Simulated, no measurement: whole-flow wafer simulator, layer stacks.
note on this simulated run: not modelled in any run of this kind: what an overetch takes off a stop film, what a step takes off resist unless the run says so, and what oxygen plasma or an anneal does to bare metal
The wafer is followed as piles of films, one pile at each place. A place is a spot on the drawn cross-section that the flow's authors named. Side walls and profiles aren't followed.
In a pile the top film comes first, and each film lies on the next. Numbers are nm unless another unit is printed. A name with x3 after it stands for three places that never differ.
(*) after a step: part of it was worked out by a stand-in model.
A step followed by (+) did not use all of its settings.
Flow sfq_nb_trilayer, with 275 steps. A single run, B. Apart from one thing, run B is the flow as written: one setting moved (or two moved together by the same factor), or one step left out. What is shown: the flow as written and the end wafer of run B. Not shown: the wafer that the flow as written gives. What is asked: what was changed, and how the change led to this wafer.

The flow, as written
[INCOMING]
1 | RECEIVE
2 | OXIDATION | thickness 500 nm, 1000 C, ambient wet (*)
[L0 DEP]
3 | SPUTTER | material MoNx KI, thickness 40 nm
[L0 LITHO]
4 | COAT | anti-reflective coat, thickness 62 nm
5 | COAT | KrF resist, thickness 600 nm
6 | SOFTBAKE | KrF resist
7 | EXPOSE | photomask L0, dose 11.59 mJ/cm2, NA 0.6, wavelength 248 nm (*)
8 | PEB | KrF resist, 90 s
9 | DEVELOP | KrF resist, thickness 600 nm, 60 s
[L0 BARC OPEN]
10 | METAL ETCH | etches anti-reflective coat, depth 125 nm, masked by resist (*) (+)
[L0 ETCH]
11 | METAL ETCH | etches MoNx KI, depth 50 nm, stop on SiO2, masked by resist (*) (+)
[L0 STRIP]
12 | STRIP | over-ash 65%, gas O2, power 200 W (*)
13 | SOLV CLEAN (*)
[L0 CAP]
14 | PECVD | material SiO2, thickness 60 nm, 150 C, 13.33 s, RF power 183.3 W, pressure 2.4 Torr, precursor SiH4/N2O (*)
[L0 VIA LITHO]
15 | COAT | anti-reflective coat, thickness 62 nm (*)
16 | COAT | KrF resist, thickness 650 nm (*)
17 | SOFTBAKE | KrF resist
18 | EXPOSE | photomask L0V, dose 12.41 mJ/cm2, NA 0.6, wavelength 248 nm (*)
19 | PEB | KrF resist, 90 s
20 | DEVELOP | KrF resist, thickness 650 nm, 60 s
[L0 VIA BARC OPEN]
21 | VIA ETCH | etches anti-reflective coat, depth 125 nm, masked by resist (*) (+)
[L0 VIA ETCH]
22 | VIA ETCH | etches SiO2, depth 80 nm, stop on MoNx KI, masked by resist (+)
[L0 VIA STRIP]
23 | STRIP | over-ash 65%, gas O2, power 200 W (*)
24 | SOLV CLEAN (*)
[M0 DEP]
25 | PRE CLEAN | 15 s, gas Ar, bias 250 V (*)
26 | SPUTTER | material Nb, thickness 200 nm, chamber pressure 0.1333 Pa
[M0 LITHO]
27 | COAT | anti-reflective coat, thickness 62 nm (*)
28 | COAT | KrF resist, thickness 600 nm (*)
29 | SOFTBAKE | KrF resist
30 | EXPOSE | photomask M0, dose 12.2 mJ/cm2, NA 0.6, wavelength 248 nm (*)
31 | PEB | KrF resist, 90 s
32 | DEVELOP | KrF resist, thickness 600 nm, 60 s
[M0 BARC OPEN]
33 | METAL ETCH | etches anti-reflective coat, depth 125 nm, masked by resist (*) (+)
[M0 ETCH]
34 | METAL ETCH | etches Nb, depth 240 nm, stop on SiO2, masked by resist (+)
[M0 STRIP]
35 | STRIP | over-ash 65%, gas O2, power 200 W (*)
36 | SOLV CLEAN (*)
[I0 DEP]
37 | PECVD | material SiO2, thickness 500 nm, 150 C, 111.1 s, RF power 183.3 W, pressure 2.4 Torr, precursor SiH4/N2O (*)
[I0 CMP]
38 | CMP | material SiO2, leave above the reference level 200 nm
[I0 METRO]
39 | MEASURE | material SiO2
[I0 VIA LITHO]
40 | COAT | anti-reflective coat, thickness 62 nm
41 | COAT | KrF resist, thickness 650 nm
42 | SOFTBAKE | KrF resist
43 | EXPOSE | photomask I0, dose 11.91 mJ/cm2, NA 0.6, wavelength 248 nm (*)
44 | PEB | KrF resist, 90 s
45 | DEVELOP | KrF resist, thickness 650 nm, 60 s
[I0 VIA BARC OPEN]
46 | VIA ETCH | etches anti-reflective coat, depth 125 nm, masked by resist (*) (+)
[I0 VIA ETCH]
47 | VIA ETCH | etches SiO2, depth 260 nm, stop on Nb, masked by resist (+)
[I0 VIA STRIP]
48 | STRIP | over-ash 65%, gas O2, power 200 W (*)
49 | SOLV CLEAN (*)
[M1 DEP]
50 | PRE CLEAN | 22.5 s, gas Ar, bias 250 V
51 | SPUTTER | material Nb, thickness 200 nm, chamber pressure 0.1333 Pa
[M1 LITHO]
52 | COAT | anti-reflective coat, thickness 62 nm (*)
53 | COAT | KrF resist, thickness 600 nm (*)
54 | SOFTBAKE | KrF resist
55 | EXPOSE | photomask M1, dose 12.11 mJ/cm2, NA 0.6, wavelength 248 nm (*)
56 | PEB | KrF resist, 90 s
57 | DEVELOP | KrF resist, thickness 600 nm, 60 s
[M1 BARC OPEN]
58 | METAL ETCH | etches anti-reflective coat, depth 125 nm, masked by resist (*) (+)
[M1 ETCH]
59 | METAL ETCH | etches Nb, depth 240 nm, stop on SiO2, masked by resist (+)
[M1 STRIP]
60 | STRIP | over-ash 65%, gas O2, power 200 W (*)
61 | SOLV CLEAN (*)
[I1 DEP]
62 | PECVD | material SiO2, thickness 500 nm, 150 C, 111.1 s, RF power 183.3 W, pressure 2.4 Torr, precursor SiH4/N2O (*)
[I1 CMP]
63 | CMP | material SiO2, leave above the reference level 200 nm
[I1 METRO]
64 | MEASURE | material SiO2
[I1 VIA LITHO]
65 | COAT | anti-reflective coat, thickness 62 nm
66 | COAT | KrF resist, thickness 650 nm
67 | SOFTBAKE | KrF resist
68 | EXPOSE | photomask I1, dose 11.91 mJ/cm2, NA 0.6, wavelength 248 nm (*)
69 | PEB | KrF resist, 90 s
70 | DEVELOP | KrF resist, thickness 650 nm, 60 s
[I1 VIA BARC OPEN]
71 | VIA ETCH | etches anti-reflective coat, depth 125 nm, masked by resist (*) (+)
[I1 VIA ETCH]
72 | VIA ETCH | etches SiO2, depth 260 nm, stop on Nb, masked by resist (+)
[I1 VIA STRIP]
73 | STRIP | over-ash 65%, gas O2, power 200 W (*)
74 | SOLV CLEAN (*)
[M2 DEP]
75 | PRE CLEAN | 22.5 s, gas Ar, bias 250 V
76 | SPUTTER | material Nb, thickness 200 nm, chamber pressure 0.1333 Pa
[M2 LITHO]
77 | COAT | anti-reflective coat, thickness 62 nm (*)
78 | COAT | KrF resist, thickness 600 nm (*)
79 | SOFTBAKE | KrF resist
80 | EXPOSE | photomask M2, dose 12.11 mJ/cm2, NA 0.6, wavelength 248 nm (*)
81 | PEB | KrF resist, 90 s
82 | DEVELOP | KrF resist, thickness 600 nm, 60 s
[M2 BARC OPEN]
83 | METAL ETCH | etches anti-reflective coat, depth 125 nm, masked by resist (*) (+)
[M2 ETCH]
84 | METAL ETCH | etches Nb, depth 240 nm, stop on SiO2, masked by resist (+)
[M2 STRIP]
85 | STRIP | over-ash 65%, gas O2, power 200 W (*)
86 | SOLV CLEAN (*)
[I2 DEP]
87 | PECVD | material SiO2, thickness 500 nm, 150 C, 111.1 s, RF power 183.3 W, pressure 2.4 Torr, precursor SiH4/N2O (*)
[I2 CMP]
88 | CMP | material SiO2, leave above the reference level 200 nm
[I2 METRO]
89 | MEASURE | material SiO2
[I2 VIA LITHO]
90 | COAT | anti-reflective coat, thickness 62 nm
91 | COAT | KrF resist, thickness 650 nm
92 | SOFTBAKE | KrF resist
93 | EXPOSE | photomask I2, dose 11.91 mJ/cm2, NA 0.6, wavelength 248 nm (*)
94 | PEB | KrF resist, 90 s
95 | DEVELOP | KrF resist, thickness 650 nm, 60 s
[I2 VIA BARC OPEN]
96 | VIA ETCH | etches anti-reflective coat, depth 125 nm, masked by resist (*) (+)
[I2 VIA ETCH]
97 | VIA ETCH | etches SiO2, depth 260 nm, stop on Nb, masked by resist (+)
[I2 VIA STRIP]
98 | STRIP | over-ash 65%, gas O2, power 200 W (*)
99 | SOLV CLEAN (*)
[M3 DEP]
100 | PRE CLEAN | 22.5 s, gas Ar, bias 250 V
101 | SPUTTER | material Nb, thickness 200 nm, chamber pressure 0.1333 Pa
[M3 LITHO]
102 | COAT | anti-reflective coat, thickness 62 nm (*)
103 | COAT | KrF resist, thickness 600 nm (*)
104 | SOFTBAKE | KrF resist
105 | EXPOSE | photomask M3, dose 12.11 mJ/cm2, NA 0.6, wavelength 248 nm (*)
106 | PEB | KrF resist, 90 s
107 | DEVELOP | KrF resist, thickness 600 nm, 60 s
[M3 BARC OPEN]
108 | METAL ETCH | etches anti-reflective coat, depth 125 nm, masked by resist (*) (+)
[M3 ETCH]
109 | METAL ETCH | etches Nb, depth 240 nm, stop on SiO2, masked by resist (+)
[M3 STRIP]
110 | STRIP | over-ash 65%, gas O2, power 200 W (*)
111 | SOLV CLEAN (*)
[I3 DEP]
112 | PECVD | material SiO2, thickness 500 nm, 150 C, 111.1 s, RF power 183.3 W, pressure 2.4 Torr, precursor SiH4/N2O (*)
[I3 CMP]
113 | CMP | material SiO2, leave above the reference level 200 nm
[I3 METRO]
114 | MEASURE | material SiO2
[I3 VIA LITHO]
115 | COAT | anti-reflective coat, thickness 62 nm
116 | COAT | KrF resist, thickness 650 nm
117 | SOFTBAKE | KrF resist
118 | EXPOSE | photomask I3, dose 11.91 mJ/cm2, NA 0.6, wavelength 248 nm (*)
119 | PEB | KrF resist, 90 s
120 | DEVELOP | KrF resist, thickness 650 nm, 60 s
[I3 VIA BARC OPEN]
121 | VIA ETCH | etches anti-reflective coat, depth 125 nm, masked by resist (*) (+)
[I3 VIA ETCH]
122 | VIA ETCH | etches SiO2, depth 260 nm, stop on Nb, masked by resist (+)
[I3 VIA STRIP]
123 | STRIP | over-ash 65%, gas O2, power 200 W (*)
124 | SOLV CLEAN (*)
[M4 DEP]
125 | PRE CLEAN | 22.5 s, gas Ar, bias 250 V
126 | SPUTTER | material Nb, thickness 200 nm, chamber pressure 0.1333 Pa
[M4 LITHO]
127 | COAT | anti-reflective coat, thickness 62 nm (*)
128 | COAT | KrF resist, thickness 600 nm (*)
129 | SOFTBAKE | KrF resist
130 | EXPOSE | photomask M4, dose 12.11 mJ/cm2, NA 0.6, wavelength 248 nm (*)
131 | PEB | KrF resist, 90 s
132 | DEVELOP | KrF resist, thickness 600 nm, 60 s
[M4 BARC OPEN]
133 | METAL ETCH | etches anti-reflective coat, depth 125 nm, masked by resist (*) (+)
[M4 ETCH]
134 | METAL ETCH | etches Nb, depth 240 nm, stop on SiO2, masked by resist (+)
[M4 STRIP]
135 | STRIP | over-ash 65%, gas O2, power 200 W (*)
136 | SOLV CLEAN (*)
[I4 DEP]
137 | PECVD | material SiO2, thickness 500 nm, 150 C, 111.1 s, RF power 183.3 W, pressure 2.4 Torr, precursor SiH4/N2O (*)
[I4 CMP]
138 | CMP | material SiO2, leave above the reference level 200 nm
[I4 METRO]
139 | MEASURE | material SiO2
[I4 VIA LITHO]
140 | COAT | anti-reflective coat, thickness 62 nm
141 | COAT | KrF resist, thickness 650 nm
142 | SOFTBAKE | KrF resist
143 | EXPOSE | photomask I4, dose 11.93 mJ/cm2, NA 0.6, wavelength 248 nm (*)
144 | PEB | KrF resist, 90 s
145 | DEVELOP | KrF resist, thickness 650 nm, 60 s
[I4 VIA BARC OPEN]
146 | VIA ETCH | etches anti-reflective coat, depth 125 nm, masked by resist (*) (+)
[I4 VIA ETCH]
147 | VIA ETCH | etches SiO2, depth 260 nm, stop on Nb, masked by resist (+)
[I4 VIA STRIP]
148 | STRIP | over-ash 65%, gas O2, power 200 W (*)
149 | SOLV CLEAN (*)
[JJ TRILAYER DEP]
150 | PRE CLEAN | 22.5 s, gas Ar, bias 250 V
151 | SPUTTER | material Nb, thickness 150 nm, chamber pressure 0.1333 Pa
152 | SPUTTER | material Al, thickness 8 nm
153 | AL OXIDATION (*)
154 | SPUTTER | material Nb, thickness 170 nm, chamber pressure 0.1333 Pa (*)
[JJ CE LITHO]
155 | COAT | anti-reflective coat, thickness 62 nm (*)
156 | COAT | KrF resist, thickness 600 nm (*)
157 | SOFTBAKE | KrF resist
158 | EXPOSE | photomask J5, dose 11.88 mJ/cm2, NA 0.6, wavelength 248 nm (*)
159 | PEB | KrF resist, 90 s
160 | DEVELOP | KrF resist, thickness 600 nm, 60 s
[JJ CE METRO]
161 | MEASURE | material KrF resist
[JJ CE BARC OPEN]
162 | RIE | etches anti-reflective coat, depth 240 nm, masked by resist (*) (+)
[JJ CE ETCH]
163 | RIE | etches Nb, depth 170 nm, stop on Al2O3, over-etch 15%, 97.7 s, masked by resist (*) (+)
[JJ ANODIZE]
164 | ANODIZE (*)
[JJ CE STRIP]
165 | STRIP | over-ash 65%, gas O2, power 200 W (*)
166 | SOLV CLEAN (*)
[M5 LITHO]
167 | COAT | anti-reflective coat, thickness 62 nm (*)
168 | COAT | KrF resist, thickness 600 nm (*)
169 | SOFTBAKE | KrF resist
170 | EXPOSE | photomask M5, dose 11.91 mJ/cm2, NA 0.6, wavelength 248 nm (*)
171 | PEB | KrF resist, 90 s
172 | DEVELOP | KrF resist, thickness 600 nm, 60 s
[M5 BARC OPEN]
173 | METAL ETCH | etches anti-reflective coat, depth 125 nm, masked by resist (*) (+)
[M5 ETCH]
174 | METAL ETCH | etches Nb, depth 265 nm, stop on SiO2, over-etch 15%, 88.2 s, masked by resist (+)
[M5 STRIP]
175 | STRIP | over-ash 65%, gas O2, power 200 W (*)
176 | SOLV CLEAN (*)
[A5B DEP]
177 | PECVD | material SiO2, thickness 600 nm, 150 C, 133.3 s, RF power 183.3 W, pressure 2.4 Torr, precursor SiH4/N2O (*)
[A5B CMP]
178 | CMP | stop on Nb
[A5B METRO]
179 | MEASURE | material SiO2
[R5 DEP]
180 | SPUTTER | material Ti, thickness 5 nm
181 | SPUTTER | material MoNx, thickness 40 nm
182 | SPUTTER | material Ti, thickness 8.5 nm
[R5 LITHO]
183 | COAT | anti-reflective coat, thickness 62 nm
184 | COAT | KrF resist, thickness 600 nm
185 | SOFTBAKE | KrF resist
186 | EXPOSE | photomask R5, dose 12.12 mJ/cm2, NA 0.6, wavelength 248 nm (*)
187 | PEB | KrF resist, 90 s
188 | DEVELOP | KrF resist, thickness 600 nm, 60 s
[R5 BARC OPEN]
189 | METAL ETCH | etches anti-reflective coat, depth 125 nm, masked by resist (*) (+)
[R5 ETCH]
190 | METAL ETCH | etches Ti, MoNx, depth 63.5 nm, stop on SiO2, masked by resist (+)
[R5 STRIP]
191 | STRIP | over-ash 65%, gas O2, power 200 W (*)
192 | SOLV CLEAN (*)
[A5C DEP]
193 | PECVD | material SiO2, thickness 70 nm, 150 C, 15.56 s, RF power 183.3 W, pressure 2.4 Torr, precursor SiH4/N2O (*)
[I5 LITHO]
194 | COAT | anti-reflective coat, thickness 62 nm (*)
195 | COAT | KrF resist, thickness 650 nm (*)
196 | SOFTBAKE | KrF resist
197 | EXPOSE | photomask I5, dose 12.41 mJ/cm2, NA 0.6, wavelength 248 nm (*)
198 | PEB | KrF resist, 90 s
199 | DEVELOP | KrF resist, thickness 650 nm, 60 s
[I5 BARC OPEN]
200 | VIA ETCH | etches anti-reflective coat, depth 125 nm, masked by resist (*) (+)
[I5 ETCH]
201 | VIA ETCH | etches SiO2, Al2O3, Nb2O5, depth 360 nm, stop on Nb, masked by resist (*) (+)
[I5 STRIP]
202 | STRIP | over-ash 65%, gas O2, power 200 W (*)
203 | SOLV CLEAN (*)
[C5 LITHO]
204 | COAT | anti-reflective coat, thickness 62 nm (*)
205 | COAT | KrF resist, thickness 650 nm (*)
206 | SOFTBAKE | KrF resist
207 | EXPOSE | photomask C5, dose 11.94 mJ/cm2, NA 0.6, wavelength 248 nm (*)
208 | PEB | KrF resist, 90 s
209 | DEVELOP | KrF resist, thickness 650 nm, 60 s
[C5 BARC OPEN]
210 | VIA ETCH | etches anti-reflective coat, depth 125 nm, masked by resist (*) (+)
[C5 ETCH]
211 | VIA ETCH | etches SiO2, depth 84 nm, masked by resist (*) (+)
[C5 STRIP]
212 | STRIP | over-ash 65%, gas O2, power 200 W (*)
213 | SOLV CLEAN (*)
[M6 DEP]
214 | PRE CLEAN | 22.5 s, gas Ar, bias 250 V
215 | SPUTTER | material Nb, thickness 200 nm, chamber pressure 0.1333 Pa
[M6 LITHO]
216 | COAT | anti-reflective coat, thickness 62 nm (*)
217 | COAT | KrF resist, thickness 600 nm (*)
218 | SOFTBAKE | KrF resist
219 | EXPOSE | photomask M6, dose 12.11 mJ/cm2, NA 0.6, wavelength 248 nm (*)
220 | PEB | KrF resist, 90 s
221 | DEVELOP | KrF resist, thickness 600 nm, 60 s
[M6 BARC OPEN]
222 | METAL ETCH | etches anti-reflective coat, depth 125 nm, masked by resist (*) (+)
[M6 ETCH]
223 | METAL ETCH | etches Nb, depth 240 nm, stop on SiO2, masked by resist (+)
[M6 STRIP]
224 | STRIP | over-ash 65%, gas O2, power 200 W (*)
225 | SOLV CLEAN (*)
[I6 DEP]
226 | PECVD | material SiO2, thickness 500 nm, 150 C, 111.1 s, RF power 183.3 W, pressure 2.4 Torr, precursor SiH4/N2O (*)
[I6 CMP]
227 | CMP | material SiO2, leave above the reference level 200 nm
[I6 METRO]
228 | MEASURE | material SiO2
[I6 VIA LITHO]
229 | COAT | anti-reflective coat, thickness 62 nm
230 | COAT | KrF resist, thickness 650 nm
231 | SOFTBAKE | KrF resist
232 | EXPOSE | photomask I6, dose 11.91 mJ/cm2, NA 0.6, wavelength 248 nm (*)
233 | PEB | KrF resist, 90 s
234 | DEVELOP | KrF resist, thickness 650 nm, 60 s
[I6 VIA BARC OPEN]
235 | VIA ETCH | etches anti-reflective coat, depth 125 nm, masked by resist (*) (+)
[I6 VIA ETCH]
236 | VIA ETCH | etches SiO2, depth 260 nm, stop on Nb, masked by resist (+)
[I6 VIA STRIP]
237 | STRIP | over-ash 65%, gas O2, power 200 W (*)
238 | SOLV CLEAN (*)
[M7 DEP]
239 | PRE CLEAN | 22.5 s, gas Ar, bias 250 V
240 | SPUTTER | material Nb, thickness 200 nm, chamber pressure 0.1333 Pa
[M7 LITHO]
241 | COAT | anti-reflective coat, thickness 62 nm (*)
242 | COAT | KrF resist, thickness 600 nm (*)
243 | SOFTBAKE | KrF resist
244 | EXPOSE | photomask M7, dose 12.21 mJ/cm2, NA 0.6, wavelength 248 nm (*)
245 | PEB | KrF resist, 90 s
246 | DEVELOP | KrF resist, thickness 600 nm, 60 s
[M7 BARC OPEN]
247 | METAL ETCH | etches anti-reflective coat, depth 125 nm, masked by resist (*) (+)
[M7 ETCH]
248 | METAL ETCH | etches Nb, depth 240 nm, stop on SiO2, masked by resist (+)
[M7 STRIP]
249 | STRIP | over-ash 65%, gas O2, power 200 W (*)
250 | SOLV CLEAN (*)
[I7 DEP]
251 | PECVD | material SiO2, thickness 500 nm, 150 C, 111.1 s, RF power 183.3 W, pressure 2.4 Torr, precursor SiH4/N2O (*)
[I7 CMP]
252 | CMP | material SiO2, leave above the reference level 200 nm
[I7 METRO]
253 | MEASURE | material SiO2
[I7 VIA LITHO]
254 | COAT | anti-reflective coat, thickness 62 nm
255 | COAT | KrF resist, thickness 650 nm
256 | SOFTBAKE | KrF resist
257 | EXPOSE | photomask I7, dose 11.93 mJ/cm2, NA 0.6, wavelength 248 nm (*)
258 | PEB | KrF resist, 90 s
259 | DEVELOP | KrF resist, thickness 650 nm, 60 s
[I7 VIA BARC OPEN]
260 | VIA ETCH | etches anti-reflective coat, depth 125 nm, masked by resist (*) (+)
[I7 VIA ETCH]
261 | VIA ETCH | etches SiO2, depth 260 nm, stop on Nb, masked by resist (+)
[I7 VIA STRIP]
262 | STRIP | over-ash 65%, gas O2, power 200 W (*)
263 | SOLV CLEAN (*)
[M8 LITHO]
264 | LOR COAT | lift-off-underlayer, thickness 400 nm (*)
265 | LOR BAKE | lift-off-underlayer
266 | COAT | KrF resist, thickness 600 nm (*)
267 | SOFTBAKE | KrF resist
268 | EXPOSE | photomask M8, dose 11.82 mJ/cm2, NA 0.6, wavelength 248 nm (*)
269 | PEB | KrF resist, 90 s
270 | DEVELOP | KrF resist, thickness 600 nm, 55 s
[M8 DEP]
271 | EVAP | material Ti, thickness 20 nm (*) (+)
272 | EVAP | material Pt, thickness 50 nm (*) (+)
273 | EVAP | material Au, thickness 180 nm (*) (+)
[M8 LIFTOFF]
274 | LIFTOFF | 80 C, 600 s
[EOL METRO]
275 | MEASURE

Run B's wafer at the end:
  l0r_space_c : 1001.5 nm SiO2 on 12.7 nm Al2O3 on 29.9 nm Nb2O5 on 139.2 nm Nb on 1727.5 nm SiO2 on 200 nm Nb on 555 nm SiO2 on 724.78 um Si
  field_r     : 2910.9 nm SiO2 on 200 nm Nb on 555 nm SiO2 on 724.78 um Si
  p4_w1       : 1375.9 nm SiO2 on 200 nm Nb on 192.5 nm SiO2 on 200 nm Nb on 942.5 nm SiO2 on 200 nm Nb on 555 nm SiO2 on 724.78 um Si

The reason: step 88, CMP: leave above the reference level 165 nm was run, while the flow as written has leave above the reference level 200 nm.

The path from the change to this, step by step:
  88 | CMP | material SiO2, leave above the reference level 200 nm
      field_l, be, be_sur and 81 more: -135 SiO2 (it would be, as written: -100 SiO2)
      v_sur, via_wl, via_w and 18 more: -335 SiO2 (it would be, as written: -300 SiO2)
      (and at 1 other place as well)
  97 | VIA ETCH | etches SiO2, depth 260 nm, stop on Nb, masked by resist (+)
      field_l, v_sur, via_wl and 102 more: -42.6 KrF resist (it would be, as written: -44.8 KrF resist)
      via_w: -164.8 SiO2 (all of it) (it would be, as written: -199.8 SiO2 (all of it))
  101 | SPUTTER | material Nb, thickness 200 nm, chamber pressure 0.1333 Pa
      via_w: +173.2 Nb (it would be, as written: +165.5 Nb)
  102 | COAT | anti-reflective coat, thickness 62 nm (*)
      via_wl: +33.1 anti-reflective coat (new film) (it would be, as written: +34.2 anti-reflective coat (new film))
      via_w: +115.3 anti-reflective coat (new film) (it would be, as written: +124.8 anti-reflective coat (new film))
  103 | COAT | KrF resist, thickness 600 nm (*)
      via_w: +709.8 KrF resist (new film) (it would be, as written: +737.9 KrF resist (new film))
  110 | STRIP | over-ash 65%, gas O2, power 200 W (*)
      via_wl: -389.1 KrF resist (all of it), -33.1 anti-reflective coat (all of it) (it would be, as written: -384.2 KrF resist (all of it), -34.2 anti-reflective coat (all of it))
      via_w: -491.9 KrF resist (all of it), -115.3 anti-reflective coat (all of it) (it would be, as written: -520 KrF resist (all of it), -124.8 anti-reflective coat (all of it))
  112 | PECVD | material SiO2, thickness 500 nm, 150 C, 111.1 s, RF power 183.3 W, pressure 2.4 Torr, precursor SiH4/N2O (*)
      via_w: +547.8 SiO2 (new film) (it would be, as written: +615 SiO2 (new film))
  113 | CMP | material SiO2, leave above the reference level 200 nm
      via_w: -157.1 SiO2 (it would be, as written: -181.6 SiO2)
